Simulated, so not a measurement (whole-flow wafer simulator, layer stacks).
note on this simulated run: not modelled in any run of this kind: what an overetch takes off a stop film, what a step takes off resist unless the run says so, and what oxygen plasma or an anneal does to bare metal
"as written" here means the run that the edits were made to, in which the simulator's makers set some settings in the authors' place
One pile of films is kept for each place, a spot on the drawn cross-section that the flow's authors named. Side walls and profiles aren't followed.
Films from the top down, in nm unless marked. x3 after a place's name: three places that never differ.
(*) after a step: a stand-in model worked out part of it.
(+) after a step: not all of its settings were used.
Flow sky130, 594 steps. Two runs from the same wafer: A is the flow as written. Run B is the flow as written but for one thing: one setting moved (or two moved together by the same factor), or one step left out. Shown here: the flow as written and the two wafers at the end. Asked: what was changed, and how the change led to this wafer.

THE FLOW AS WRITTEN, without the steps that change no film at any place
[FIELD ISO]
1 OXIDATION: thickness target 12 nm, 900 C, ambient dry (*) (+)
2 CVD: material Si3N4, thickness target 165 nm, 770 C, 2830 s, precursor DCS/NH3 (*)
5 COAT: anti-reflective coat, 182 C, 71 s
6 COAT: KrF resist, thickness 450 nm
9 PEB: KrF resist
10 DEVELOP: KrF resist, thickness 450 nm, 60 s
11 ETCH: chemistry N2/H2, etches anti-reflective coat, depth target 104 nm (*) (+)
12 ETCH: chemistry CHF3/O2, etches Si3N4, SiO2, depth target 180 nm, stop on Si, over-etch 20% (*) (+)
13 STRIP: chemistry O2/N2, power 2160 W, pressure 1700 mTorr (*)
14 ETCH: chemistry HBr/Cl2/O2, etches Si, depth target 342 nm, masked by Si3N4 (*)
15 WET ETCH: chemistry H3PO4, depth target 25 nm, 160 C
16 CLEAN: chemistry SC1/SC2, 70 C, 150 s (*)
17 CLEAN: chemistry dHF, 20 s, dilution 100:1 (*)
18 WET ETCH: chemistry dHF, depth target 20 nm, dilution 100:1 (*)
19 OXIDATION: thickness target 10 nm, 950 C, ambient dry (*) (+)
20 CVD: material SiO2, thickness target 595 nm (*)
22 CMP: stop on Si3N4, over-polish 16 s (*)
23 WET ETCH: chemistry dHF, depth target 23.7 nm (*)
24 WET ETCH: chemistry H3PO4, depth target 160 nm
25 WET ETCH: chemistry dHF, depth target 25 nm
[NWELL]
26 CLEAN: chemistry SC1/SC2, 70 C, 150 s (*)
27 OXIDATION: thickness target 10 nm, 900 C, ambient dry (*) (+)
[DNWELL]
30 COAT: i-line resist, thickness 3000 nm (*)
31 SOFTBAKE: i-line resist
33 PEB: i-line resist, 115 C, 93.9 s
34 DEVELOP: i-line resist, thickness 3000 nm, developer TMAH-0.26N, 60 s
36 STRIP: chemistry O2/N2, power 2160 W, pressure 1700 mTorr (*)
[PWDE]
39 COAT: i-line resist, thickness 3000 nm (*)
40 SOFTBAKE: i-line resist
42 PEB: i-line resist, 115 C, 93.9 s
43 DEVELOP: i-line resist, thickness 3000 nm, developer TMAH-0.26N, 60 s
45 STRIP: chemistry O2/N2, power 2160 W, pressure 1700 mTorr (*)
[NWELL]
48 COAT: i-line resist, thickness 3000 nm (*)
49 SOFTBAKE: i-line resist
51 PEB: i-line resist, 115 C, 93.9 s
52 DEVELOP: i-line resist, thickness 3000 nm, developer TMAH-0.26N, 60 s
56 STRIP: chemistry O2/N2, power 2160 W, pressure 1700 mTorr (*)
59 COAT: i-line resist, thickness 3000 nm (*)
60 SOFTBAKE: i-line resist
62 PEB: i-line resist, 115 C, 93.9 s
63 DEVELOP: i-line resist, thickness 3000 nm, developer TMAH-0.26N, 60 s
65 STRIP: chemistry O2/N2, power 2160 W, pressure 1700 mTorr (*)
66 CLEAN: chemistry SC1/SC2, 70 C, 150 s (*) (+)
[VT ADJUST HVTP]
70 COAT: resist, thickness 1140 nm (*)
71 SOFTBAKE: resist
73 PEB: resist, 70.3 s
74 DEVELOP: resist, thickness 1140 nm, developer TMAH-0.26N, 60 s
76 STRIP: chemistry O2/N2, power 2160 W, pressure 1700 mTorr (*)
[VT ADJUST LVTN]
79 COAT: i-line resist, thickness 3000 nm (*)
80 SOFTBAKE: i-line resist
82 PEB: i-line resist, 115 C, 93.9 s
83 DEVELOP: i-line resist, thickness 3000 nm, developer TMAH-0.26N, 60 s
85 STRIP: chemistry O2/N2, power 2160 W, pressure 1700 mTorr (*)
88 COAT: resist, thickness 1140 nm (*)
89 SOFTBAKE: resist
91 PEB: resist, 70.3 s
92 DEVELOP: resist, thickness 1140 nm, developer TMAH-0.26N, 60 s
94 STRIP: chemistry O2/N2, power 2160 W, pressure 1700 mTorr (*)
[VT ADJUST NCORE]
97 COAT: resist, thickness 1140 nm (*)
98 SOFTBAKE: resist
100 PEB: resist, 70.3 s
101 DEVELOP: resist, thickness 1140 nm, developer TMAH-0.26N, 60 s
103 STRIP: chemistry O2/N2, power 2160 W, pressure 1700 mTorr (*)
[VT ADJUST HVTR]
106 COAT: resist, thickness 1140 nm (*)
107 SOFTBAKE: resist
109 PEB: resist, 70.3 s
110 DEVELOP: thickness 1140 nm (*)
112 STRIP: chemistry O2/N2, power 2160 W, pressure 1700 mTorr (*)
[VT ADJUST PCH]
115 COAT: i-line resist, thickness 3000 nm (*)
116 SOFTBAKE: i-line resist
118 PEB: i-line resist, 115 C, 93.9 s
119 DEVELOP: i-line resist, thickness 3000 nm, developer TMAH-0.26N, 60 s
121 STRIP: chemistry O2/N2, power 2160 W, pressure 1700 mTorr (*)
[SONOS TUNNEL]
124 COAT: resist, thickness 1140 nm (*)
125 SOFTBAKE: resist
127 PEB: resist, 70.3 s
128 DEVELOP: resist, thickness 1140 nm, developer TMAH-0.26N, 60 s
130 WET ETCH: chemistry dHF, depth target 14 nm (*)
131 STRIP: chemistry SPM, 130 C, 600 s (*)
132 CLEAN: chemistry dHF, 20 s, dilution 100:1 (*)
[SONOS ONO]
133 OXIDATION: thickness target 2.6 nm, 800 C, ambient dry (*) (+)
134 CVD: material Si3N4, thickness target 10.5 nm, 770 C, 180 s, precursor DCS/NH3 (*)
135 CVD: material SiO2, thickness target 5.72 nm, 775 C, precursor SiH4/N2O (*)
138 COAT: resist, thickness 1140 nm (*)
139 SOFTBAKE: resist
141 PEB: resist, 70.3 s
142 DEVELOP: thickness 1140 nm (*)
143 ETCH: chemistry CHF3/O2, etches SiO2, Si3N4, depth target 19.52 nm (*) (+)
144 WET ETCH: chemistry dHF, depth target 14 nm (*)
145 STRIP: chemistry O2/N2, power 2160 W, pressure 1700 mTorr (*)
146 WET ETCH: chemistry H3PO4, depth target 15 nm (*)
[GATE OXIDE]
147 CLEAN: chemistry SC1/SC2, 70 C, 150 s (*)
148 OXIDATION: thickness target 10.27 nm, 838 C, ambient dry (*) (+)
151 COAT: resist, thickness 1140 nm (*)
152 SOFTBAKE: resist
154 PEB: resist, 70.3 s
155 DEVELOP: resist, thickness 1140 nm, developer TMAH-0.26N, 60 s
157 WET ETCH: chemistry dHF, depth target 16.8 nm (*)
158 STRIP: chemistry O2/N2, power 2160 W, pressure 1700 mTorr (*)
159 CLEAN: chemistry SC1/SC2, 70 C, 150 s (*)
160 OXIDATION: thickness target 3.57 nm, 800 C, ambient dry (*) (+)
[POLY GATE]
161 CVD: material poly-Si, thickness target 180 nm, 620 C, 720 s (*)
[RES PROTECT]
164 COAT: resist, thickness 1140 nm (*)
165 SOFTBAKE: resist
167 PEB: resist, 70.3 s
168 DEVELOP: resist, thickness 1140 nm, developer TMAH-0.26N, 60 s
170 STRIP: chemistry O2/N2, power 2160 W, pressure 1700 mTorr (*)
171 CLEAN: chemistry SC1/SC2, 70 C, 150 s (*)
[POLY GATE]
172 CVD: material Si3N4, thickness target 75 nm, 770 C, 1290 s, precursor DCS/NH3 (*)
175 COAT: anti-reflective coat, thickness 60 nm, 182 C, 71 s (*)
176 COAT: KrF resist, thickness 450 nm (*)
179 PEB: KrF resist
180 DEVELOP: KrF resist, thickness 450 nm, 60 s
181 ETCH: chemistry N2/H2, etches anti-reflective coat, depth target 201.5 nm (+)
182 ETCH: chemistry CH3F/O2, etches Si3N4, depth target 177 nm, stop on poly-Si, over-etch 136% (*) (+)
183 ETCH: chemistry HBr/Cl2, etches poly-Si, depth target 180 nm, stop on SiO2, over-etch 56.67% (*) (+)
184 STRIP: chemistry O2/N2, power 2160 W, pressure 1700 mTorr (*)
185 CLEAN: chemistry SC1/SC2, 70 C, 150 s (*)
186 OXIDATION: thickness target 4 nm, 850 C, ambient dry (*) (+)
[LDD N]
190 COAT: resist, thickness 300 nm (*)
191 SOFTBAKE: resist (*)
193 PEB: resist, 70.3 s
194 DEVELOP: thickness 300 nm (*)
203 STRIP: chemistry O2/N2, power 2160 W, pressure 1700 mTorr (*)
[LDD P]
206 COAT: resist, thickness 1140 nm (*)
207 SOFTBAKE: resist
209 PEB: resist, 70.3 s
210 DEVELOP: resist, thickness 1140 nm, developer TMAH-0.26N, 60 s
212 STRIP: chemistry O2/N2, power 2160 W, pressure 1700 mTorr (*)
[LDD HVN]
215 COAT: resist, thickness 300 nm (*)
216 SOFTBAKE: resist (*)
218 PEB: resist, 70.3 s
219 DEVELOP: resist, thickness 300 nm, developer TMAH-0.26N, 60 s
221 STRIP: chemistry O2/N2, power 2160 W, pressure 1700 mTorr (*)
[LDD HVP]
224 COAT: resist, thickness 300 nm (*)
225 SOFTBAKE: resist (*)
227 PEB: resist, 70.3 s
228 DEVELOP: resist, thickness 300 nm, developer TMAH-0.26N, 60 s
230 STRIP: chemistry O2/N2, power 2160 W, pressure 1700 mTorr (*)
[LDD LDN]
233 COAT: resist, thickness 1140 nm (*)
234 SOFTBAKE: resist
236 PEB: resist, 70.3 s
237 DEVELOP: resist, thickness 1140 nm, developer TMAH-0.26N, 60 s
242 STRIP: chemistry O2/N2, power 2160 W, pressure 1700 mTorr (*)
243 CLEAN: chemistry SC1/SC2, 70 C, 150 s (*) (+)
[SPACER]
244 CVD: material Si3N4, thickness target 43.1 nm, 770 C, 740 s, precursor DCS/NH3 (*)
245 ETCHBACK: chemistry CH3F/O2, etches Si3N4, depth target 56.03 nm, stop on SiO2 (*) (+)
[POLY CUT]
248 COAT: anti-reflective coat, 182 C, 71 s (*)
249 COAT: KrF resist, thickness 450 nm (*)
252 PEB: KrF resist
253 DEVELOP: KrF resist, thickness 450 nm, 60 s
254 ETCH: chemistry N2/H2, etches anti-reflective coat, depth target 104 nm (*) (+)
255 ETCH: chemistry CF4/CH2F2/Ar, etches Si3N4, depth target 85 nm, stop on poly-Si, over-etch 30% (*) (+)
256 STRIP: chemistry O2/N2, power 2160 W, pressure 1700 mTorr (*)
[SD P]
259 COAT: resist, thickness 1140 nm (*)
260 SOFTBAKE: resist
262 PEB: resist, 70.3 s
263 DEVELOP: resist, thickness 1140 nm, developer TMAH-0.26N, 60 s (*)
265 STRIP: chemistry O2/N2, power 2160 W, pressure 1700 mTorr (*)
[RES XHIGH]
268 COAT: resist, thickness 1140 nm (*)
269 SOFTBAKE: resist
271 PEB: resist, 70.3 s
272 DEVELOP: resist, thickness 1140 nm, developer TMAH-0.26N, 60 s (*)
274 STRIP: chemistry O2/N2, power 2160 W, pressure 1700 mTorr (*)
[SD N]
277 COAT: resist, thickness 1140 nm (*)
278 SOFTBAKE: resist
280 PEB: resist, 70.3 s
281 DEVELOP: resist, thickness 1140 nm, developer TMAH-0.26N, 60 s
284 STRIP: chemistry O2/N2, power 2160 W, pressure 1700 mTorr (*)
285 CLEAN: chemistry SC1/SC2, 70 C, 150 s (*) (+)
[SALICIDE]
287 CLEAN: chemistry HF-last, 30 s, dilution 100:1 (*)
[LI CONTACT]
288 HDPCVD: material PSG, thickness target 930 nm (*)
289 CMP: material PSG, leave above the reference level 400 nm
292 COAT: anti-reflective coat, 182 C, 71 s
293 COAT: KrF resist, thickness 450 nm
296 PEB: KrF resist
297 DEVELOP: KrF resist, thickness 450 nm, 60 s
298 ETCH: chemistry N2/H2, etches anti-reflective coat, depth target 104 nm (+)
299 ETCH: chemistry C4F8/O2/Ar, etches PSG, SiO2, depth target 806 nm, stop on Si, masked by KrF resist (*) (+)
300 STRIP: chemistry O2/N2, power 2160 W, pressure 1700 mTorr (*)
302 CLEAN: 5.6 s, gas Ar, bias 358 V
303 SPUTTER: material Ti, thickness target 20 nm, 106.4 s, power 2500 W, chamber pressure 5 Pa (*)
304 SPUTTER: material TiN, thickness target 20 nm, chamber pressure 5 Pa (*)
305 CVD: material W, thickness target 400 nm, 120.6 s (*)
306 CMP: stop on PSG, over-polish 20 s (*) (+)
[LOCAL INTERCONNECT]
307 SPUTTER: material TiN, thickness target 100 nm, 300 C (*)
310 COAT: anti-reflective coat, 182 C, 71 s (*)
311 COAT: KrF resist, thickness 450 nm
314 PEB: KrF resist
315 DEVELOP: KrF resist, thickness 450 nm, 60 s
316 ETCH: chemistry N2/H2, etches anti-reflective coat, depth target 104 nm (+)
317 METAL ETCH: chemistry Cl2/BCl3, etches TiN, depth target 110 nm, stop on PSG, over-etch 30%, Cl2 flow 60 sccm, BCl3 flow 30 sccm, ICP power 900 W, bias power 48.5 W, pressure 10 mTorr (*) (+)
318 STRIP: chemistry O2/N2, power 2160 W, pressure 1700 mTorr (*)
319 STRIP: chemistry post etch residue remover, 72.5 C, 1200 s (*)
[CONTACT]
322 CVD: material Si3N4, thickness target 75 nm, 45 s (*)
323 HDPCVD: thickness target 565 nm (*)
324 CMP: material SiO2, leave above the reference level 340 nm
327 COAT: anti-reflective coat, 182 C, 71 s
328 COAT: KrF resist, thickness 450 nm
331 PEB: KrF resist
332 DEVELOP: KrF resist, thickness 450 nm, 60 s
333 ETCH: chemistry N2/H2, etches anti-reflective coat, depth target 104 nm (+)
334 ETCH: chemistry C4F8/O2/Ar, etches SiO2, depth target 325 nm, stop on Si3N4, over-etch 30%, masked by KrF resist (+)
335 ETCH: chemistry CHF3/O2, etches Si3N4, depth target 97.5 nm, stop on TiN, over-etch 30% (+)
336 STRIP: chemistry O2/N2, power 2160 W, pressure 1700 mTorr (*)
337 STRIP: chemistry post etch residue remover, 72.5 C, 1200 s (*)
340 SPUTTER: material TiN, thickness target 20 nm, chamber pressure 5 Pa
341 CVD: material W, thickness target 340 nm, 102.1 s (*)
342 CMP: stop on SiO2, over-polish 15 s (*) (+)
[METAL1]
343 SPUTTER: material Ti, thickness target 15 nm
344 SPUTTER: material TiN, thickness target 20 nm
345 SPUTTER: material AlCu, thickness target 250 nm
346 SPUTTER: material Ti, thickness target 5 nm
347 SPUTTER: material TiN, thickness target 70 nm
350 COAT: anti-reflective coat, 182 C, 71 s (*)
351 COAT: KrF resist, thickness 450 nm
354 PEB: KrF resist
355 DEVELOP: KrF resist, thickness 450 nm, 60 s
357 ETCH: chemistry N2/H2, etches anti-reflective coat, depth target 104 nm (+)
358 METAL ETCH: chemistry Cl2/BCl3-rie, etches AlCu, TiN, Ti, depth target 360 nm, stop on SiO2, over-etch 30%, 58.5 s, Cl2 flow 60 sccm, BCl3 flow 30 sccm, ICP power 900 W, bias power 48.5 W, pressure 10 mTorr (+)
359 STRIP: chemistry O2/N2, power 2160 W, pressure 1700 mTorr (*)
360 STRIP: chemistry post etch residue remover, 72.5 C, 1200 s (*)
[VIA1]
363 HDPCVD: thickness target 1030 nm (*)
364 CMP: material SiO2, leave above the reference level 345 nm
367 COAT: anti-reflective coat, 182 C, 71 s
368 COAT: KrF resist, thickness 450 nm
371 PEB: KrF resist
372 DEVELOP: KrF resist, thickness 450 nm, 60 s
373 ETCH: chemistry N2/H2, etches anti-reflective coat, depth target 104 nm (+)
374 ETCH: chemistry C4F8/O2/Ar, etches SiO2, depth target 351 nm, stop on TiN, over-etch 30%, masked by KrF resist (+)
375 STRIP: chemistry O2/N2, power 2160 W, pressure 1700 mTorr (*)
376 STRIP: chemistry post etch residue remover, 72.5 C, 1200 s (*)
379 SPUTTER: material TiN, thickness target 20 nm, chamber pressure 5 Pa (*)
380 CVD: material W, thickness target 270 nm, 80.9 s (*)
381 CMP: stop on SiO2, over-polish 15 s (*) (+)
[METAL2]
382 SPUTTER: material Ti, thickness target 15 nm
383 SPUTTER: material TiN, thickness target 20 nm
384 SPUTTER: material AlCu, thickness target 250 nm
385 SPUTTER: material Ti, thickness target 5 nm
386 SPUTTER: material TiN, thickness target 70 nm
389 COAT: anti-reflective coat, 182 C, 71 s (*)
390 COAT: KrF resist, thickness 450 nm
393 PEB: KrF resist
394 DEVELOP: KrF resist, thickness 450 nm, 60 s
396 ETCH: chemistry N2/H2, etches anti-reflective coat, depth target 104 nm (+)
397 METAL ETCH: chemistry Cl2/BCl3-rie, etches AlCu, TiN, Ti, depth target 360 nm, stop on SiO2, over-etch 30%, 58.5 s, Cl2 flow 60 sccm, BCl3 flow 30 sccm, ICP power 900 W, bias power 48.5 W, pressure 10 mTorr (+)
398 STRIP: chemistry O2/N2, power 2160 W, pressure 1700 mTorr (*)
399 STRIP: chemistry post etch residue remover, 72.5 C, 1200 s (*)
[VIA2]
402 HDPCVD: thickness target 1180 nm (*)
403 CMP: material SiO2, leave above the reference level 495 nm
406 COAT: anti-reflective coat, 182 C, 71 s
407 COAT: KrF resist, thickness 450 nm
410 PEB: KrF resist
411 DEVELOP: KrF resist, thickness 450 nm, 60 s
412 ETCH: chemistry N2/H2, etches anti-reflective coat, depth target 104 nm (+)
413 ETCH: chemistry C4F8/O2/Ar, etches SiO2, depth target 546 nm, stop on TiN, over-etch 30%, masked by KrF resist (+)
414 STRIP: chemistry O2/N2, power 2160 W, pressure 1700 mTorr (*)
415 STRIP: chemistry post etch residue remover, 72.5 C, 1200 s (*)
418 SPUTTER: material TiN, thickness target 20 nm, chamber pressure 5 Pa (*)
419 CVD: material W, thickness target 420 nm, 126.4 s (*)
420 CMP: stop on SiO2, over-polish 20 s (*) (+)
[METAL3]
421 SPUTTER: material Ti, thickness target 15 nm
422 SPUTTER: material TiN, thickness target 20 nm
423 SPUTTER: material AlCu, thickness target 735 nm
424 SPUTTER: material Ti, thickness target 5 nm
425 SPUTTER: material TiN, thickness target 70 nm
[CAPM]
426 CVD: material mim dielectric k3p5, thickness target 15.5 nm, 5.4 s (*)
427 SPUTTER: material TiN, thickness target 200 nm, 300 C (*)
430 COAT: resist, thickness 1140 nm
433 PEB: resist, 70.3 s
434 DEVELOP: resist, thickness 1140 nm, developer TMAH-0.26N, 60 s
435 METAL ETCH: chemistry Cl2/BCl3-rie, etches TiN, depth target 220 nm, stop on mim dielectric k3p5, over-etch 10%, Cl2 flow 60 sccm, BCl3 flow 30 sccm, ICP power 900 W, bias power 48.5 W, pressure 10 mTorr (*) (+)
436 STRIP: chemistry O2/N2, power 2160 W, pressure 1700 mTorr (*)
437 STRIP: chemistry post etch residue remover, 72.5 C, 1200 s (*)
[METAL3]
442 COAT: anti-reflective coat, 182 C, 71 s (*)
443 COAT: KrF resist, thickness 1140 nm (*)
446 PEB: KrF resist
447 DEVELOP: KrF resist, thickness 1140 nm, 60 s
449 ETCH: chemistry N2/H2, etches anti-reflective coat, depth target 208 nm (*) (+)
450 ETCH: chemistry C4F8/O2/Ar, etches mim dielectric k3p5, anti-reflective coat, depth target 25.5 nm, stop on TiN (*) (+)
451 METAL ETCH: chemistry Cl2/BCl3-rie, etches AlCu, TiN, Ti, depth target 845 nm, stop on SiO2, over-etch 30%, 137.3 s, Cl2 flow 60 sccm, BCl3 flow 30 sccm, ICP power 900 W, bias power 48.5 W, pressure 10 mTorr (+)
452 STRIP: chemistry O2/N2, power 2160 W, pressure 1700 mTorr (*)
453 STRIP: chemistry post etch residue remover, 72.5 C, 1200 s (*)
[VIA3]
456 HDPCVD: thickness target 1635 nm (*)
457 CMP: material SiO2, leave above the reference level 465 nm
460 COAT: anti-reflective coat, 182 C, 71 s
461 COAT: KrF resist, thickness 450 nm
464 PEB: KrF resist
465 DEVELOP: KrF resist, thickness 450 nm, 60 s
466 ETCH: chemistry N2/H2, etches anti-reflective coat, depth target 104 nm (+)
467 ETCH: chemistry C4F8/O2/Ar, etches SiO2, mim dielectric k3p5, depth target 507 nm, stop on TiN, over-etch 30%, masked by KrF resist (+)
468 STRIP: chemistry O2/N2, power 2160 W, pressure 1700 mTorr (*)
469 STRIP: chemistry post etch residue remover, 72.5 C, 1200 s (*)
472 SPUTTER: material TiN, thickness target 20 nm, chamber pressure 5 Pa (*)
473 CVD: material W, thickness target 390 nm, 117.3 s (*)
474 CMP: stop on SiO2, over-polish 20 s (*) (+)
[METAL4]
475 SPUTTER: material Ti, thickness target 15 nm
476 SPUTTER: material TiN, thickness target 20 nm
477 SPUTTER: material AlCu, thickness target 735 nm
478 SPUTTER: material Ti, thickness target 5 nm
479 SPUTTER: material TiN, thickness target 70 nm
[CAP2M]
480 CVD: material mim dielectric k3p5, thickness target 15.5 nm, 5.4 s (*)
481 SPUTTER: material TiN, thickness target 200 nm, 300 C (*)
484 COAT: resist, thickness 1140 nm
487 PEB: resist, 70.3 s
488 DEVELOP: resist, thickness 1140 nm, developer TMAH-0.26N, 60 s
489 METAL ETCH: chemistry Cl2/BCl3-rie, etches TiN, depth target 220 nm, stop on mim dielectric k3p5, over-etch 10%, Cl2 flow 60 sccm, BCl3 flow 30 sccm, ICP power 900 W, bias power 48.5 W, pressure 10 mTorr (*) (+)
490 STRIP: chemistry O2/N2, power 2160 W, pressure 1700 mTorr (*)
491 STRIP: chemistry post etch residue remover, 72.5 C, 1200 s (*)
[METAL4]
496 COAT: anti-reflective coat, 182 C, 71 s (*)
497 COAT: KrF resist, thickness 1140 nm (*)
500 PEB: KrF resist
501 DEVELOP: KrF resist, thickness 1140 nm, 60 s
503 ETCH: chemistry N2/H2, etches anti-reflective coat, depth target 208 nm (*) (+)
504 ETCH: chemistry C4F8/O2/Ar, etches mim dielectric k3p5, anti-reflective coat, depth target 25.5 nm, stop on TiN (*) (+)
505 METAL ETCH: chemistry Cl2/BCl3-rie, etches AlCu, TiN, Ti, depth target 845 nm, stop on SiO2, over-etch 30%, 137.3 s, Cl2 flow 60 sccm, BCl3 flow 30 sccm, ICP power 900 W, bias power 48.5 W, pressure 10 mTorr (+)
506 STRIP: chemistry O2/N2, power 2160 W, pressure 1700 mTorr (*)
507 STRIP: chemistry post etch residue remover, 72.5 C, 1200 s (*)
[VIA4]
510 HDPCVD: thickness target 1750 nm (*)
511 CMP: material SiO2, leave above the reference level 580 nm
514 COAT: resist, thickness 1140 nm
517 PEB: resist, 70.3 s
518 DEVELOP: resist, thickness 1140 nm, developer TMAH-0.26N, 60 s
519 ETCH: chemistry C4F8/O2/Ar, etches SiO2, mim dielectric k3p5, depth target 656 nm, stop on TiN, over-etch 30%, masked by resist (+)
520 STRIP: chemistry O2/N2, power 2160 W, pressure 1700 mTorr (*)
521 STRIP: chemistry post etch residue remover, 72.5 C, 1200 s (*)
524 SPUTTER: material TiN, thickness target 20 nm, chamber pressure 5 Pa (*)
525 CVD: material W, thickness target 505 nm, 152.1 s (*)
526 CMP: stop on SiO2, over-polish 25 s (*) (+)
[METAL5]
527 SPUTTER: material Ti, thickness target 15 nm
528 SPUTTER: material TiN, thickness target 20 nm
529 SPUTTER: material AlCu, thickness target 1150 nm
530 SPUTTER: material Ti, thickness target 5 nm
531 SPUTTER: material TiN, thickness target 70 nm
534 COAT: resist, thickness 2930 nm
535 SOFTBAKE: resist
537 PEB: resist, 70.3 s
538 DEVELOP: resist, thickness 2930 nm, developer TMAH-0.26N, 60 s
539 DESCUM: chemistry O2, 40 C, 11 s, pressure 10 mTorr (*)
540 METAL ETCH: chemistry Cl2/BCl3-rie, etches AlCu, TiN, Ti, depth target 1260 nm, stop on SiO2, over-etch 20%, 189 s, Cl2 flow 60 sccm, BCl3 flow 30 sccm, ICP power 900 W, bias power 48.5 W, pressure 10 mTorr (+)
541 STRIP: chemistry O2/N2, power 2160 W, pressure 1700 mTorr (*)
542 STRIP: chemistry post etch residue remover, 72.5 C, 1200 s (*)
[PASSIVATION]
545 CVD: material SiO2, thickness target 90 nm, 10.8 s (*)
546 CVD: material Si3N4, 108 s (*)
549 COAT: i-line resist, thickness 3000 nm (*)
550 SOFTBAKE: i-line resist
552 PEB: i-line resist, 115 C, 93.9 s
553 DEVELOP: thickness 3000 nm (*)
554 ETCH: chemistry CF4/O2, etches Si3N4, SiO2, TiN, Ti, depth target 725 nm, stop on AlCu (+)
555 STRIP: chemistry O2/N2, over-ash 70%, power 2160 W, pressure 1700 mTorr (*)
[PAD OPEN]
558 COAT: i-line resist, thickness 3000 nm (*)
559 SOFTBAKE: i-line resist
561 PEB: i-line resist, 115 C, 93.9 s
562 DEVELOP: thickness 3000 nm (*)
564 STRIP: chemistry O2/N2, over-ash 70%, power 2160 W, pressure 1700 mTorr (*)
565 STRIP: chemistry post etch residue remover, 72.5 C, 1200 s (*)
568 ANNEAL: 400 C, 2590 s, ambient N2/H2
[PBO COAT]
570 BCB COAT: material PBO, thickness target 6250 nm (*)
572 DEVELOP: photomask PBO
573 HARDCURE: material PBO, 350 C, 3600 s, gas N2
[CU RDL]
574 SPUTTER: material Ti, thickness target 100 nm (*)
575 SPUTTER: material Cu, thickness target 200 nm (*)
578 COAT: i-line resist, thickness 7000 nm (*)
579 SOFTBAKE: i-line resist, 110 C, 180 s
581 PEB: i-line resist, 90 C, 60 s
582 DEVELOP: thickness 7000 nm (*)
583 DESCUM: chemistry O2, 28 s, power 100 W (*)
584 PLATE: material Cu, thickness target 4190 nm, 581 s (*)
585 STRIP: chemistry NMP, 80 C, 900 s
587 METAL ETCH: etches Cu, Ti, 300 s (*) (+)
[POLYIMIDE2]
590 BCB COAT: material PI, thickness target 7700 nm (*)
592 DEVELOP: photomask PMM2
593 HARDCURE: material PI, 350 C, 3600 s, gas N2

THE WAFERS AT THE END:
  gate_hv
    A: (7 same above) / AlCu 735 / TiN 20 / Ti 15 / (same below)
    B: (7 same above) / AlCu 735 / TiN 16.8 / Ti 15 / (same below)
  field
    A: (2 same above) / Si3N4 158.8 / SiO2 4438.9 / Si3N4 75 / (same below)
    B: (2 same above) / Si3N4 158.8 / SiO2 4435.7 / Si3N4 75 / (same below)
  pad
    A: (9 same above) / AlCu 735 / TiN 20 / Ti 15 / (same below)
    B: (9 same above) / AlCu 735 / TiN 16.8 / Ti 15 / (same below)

The cause: step 476, SPUTTER: thickness target 16.8 nm was run, where the flow has thickness target 20 nm.
It can be read off the wafer: gate_hv has TiN 16.8, and step 476 as written asks for 20 nm.

How the change led to this, step by step:
  476 SPUTTER: material TiN, thickness target 20 nm
      field, active, n_well and 189 more: A TiN +20 (new film) | B TiN +16.8 (new film)
  505 METAL ETCH: chemistry Cl2/BCl3-rie, etches AlCu, TiN, Ti, depth target 845 nm, stop on SiO2, over-etch 30%, 137.3 s, Cl2 flow 60 sccm, BCl3 flow 30 sccm, ICP power 900 W, bias power 48.5 W, pressure 10 mTorr (+)
      field, gate, spacer and 68 more: A TiN -70 (all of it), Ti -5 (all of it), AlCu -735 (all of it), TiN -20 (all of it), Ti -15 (all of it), SiO2 -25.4 | B TiN -70 (all of it), Ti -5 (all of it), AlCu -735 (all of it), TiN -16.8 (all of it), Ti -15 (all of it), SiO2 -25.7
      active, vpp_iso1, mim_edge_plate and 14 more: A TiN -70 (all of it), Ti -5 (all of it), AlCu -735 (all of it), TiN -20 (all of it), Ti -15 (all of it), SiO2 -25.3 | B TiN -70 (all of it), Ti -5 (all of it), AlCu -735 (all of it), TiN -16.8 (all of it), Ti -15 (all of it), SiO2 -25.7
